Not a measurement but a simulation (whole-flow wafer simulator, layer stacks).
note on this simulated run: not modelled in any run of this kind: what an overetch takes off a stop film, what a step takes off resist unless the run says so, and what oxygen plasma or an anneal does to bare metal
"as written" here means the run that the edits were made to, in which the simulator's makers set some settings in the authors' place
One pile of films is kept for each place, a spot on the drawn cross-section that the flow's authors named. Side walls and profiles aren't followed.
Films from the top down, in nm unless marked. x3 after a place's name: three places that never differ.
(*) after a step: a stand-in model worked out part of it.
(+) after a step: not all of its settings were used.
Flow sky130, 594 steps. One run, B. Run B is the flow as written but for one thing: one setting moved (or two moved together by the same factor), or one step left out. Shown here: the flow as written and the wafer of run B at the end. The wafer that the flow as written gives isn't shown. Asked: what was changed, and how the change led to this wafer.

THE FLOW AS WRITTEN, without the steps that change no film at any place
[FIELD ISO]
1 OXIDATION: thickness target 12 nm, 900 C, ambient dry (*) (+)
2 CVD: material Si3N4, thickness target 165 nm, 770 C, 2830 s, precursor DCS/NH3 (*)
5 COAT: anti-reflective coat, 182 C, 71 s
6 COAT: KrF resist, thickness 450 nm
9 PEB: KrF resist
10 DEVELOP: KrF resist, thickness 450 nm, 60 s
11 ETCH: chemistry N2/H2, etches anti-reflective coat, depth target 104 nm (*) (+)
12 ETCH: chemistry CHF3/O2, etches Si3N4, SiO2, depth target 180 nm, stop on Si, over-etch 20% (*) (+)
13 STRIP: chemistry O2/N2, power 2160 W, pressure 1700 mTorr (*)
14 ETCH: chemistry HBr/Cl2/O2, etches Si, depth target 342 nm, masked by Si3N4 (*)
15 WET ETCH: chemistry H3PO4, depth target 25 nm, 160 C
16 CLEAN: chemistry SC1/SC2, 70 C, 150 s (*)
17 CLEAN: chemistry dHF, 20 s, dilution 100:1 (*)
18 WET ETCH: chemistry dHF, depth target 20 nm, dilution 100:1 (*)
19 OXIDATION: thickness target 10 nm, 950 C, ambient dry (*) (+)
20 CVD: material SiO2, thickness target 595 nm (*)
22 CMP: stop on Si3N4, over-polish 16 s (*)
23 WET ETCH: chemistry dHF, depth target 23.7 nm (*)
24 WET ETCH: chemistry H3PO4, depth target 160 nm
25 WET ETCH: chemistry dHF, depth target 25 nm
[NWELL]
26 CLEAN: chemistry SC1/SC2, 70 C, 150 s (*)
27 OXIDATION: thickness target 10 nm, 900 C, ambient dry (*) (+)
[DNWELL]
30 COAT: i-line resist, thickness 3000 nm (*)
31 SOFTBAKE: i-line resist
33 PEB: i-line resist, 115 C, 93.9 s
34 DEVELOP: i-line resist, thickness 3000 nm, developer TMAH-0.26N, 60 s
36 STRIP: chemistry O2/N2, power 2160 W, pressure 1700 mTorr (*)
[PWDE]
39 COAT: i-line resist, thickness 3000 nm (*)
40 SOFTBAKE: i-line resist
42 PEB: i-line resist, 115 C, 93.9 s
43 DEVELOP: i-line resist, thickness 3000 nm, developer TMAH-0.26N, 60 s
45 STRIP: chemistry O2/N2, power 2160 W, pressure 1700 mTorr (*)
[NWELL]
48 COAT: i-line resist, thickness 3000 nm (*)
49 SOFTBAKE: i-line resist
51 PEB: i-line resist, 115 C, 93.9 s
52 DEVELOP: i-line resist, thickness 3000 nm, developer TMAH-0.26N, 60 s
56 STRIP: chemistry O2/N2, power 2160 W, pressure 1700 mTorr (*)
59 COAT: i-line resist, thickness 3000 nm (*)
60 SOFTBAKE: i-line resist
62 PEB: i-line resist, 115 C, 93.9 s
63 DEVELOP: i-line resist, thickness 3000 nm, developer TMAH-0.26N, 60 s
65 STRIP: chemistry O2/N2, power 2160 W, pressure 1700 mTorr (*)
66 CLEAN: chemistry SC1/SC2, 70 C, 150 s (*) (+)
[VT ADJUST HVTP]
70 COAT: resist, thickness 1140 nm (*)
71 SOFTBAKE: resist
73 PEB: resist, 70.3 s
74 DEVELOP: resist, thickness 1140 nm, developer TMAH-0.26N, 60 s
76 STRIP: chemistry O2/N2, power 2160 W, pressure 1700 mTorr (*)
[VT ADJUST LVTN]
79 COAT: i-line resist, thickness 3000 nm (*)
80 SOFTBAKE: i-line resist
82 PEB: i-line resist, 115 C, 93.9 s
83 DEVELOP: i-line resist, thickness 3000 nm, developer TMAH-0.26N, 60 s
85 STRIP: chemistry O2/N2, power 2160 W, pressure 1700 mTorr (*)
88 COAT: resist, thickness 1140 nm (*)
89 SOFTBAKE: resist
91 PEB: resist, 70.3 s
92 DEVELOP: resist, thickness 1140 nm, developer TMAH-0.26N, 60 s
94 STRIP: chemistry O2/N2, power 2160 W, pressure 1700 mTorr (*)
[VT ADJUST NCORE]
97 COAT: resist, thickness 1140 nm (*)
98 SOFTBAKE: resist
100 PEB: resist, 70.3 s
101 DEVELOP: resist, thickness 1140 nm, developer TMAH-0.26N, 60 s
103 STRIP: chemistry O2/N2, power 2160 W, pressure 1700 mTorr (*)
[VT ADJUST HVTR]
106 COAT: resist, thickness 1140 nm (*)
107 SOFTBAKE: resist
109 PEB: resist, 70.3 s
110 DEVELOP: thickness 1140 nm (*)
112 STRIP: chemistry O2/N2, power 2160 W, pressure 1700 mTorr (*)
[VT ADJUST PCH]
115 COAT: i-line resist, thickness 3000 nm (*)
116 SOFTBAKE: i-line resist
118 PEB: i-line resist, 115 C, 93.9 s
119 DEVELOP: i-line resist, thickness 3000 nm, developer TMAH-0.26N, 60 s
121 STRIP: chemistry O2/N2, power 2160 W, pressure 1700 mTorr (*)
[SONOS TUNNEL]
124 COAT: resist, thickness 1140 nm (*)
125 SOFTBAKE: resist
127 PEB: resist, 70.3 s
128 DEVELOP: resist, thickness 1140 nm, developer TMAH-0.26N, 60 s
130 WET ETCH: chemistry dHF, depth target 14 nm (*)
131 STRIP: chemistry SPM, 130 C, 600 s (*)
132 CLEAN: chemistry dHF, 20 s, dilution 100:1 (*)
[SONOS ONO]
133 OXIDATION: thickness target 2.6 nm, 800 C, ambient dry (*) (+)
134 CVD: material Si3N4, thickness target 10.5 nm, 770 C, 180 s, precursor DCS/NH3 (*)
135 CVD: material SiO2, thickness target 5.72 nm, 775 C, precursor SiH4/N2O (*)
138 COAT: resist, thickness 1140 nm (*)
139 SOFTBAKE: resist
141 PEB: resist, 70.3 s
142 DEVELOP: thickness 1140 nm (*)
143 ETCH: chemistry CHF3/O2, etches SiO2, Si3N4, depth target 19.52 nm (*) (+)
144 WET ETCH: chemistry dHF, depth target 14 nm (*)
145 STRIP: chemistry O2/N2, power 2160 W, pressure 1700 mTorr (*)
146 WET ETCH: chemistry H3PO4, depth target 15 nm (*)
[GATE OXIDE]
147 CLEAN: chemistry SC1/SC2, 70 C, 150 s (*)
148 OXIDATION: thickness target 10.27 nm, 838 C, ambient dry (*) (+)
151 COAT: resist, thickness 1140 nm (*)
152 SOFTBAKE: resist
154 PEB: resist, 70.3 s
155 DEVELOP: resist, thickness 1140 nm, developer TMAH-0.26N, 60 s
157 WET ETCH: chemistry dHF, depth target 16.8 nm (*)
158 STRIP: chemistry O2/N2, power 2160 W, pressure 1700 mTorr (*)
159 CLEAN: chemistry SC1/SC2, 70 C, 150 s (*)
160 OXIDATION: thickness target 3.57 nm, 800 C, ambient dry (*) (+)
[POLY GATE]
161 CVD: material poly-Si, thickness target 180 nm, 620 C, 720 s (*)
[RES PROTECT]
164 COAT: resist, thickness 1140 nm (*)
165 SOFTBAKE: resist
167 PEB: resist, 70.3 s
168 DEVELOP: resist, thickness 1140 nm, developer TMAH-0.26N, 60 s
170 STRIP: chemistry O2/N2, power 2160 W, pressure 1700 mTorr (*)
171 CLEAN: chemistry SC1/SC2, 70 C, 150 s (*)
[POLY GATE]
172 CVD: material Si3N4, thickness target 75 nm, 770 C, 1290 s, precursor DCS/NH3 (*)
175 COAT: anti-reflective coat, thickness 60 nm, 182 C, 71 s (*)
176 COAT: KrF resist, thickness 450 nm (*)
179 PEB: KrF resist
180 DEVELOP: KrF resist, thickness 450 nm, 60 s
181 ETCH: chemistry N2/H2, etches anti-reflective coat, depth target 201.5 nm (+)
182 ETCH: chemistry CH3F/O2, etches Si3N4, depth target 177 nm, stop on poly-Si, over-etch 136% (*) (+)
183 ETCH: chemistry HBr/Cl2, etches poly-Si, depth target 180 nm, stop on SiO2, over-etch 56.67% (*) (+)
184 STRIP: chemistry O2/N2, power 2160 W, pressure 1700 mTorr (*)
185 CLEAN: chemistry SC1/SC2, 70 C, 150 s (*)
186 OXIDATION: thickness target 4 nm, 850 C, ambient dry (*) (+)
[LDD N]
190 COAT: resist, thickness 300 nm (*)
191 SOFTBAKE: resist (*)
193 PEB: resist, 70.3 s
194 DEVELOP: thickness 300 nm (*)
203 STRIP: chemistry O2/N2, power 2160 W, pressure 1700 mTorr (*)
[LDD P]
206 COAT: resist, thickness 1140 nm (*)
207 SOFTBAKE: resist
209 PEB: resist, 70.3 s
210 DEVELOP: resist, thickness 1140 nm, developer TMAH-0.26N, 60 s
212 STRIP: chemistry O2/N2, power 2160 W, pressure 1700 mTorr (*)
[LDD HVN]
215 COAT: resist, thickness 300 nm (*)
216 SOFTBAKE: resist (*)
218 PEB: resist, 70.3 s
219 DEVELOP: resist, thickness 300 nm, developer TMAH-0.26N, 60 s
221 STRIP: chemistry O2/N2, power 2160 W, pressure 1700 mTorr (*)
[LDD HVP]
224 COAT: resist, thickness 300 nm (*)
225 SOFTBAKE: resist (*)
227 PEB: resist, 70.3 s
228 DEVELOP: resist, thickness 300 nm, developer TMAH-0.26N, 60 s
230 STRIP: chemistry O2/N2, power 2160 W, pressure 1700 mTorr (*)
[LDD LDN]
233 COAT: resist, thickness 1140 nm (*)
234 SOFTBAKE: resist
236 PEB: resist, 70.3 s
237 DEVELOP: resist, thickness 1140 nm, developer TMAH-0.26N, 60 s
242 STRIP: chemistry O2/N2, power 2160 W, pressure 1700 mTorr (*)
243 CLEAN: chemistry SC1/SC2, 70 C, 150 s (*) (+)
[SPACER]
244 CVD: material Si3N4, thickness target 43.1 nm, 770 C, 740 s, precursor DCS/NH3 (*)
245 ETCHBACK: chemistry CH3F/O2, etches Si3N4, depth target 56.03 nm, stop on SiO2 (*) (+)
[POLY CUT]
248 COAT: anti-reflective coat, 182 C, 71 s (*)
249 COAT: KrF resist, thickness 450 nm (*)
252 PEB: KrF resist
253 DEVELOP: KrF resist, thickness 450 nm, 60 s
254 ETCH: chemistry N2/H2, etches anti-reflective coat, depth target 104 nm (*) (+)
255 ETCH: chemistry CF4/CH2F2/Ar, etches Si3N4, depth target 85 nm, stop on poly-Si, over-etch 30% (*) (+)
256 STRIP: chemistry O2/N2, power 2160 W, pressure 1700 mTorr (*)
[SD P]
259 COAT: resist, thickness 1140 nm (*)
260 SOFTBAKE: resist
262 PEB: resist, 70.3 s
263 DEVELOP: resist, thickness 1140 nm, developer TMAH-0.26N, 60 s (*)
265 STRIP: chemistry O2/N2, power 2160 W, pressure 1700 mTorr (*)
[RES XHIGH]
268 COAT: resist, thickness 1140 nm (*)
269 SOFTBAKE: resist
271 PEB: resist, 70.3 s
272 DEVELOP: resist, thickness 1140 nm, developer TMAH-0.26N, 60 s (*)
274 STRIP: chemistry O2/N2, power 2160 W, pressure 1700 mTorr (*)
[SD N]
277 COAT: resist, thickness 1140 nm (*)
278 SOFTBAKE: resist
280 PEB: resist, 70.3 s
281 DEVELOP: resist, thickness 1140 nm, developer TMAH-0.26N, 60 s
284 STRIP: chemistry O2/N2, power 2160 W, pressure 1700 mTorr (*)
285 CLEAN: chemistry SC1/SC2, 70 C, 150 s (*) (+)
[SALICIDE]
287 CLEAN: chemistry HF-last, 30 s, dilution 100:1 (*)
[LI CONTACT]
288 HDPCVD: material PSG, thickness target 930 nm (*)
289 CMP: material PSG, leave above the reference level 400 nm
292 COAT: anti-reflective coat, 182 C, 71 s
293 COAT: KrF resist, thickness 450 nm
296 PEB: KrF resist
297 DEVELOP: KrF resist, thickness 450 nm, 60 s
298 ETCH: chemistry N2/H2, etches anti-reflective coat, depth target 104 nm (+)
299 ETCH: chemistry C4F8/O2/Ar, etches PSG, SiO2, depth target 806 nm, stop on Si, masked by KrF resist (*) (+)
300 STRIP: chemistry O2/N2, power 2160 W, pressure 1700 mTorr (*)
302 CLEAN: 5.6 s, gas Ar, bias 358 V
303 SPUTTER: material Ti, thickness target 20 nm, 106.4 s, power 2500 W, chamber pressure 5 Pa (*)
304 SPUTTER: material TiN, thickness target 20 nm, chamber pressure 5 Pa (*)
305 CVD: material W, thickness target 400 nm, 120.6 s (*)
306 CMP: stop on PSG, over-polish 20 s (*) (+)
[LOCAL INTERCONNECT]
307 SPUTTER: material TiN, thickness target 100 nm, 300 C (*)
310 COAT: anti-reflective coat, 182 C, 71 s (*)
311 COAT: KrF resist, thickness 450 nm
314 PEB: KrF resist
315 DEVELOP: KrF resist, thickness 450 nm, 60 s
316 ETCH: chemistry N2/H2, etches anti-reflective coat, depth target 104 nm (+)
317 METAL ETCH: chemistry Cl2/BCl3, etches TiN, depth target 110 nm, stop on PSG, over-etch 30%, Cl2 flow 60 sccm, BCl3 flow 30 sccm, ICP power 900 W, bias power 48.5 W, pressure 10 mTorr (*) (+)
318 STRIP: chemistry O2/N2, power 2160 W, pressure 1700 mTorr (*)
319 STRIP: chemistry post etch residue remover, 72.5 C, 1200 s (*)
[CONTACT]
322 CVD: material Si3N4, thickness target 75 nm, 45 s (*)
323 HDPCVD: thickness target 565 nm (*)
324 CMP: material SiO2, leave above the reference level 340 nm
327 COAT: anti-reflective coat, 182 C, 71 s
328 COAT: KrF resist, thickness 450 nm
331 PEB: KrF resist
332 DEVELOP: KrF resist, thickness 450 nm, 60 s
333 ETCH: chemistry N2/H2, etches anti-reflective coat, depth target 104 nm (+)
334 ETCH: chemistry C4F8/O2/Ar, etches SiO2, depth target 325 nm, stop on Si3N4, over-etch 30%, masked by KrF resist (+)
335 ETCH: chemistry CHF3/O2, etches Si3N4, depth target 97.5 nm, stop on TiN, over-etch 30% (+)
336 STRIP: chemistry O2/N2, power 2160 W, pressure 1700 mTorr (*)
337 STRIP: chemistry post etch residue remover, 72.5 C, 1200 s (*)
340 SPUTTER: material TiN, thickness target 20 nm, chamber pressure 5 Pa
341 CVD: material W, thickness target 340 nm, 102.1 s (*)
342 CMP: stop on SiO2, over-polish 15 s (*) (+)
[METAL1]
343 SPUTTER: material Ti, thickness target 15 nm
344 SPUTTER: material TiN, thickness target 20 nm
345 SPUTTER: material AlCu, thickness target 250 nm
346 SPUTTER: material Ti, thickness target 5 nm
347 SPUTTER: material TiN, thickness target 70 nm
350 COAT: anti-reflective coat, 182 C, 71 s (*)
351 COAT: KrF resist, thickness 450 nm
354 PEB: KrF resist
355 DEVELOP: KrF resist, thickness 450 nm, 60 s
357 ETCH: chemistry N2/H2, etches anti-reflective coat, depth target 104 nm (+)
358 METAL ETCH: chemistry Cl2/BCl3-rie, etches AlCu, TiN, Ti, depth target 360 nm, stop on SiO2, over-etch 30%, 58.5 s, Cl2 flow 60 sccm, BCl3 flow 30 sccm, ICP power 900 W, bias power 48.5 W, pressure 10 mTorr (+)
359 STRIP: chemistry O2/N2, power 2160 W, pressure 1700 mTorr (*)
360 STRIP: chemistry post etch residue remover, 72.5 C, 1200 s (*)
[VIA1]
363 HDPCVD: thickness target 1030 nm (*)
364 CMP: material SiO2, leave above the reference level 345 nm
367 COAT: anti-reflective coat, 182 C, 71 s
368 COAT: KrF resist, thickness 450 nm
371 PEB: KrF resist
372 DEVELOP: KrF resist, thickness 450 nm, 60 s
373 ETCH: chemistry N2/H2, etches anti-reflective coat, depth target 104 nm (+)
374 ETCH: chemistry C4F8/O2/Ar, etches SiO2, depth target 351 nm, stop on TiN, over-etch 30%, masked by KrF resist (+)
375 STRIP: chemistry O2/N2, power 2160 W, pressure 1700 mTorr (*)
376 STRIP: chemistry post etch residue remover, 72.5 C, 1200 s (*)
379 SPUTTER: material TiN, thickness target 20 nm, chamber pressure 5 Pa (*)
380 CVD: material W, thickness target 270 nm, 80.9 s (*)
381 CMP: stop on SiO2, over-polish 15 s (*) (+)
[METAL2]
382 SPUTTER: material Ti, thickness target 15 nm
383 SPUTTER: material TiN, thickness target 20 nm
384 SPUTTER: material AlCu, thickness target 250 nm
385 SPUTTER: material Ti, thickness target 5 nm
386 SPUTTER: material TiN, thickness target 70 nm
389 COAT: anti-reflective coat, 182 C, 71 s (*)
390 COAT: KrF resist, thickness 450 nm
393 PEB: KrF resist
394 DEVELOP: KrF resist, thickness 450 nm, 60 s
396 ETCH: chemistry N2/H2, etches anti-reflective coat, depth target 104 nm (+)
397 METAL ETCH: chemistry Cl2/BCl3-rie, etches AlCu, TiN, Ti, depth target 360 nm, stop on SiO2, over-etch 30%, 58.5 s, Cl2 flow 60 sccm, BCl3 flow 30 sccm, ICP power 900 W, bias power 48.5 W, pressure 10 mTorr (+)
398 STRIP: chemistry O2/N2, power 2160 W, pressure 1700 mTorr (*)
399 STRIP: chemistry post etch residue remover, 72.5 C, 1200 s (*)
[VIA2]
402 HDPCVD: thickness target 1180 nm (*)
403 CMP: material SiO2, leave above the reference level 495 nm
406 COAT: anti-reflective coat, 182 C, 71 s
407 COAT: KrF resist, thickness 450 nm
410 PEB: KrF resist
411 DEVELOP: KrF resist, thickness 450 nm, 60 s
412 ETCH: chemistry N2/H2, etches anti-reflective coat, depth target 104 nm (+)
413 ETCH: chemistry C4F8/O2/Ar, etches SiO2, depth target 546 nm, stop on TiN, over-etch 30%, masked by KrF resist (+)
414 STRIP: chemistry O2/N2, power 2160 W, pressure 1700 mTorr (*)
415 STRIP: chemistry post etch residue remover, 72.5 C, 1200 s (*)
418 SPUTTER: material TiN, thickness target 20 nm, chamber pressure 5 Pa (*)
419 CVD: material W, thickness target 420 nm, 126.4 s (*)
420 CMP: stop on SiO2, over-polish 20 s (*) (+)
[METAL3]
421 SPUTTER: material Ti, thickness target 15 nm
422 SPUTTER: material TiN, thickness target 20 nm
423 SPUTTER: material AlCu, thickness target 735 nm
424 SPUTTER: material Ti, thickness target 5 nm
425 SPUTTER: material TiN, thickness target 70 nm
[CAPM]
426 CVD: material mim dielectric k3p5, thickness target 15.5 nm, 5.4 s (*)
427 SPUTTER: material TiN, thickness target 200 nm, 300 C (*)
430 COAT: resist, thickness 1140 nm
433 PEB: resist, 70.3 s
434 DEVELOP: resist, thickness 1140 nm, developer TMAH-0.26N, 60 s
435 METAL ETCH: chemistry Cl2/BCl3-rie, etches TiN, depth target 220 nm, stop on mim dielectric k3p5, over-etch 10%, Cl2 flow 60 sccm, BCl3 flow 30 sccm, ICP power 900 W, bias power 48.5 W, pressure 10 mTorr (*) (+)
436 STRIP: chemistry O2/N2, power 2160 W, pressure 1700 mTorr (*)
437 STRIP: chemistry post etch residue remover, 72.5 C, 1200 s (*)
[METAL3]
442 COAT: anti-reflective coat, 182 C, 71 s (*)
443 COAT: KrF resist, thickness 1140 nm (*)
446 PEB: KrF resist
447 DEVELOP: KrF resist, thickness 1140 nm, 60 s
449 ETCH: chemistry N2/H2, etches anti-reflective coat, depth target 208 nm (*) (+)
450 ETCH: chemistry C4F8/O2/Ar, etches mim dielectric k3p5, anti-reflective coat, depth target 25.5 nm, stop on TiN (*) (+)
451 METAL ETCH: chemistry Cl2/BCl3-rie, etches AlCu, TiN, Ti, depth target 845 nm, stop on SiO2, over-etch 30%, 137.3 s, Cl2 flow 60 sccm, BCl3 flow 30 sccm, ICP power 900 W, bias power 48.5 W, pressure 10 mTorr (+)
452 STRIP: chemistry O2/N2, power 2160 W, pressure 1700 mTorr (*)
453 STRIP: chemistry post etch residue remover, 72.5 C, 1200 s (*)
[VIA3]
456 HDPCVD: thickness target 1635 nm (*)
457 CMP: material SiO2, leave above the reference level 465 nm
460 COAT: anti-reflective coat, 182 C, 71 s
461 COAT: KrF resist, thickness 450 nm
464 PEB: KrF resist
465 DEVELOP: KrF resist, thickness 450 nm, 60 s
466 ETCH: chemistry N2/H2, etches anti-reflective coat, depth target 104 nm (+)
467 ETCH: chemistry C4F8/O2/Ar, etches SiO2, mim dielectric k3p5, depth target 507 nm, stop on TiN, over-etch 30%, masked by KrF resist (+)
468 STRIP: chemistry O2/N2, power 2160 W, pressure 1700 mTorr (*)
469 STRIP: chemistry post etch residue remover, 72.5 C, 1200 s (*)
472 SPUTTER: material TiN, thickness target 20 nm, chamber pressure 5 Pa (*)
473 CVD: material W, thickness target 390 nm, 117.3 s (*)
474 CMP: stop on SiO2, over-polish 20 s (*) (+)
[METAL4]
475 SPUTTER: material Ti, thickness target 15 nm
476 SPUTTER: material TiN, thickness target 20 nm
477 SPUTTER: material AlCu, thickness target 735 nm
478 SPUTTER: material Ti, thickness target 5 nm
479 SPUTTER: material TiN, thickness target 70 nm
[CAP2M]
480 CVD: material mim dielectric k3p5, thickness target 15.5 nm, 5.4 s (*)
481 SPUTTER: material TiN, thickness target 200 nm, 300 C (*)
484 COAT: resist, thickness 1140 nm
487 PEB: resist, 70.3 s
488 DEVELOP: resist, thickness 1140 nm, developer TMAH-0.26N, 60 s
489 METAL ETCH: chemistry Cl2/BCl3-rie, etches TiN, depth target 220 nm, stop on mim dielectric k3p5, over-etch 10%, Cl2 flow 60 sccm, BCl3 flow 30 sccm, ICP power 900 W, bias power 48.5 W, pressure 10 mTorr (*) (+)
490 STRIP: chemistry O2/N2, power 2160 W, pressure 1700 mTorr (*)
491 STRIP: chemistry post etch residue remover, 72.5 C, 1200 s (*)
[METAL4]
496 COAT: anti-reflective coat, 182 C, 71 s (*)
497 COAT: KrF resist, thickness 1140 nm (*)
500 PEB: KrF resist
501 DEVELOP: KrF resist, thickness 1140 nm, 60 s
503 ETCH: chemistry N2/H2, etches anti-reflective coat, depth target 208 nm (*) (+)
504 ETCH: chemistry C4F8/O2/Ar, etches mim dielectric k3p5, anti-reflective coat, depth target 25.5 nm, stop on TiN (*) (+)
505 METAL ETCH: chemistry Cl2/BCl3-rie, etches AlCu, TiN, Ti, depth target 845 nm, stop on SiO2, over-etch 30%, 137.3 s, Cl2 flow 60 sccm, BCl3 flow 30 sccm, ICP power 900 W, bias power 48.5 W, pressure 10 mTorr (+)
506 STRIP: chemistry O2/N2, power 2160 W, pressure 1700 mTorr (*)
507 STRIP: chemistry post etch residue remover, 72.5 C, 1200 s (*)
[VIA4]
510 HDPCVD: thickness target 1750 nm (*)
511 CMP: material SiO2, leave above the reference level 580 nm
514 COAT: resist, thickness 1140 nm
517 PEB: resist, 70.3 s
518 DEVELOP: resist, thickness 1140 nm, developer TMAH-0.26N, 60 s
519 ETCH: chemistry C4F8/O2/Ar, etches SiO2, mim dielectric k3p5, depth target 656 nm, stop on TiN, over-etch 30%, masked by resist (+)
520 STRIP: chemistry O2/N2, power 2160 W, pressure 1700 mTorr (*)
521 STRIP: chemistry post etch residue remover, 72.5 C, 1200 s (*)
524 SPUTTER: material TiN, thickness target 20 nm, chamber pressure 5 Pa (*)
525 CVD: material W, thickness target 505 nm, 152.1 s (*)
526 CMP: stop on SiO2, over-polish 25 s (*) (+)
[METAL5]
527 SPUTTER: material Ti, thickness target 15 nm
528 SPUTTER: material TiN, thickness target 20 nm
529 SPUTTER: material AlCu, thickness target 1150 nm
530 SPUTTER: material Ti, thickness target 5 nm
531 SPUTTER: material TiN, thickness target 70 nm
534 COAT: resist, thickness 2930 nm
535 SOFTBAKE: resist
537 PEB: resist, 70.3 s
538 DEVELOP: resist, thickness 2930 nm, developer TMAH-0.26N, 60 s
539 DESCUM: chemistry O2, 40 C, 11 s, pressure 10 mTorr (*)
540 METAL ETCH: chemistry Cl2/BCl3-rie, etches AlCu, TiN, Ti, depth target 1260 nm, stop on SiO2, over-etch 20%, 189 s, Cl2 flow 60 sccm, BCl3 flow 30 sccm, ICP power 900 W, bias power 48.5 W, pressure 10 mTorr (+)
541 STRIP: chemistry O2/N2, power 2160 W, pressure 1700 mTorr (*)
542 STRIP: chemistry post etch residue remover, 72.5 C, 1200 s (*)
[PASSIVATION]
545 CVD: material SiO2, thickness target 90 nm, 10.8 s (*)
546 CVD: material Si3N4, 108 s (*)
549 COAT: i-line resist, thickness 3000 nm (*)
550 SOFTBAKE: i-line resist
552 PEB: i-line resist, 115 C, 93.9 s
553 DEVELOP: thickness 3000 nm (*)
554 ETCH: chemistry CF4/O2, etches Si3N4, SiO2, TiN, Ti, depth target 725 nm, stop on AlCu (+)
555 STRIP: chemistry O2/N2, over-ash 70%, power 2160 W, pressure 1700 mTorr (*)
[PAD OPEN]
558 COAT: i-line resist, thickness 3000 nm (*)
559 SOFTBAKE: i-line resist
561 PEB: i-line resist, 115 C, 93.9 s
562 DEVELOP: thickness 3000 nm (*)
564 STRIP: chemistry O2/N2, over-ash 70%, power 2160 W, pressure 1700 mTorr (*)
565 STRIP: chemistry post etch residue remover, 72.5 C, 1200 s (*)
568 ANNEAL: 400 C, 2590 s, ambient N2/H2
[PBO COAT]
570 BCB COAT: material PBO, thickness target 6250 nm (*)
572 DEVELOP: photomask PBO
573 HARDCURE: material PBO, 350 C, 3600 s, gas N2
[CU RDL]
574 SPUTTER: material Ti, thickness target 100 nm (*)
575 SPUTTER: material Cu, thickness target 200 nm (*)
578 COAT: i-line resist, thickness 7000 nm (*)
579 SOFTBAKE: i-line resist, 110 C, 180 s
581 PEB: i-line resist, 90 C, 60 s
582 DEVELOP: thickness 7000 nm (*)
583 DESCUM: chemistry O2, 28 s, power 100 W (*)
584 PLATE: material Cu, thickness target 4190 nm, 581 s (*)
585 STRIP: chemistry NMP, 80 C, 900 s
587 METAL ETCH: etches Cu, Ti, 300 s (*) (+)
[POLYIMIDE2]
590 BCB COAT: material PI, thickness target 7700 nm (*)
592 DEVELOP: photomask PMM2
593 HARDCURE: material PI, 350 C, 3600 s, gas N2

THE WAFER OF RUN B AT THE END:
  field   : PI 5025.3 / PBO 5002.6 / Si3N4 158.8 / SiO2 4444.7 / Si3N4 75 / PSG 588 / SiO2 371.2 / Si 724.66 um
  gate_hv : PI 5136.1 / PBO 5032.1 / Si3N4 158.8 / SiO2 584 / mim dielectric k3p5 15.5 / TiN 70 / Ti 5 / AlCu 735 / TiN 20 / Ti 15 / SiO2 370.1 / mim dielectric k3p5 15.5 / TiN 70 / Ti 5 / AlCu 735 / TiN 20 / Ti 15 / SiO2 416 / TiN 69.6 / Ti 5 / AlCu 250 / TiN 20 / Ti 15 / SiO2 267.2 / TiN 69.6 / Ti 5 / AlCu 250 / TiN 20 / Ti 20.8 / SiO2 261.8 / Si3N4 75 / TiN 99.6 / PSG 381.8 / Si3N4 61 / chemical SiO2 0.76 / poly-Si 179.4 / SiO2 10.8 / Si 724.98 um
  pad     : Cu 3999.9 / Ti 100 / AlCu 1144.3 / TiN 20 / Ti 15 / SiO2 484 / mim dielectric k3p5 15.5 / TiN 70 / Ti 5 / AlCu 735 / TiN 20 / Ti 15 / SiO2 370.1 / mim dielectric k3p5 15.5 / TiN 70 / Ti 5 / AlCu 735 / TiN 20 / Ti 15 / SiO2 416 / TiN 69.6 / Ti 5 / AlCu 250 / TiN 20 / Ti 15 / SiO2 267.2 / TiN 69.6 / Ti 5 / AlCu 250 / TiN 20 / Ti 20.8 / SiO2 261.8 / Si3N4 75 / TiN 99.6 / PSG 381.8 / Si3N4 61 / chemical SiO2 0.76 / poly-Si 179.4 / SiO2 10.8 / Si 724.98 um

The cause: step 343, SPUTTER: thickness target 20.8 nm was run, where the flow has thickness target 15 nm.
It can be read off the wafer: gate_hv has Ti 20.8, and step 343 as written asks for 15 nm.

How the change led to this, step by step:
  343 SPUTTER: material Ti, thickness target 15 nm
      field, active, n_well and 188 more: Ti +20.8 (new film) (as written it would be: Ti +15 (new film))
  358 METAL ETCH: chemistry Cl2/BCl3-rie, etches AlCu, TiN, Ti, depth target 360 nm, stop on SiO2, over-etch 30%, 58.5 s, Cl2 flow 60 sccm, BCl3 flow 30 sccm, ICP power 900 W, bias power 48.5 W, pressure 10 mTorr (+)
      field, active, gate and 81 more: TiN -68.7 (all of it), Ti -5 (all of it), AlCu -250 (all of it), TiN -20 (all of it), Ti -20.8 (all of it), SiO2 -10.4 (as written it would be: TiN -68.7 (all of it), Ti -5 (all of it), AlCu -250 (all of it), TiN -20 (all of it), Ti -15 (all of it), SiO2 -10.9)
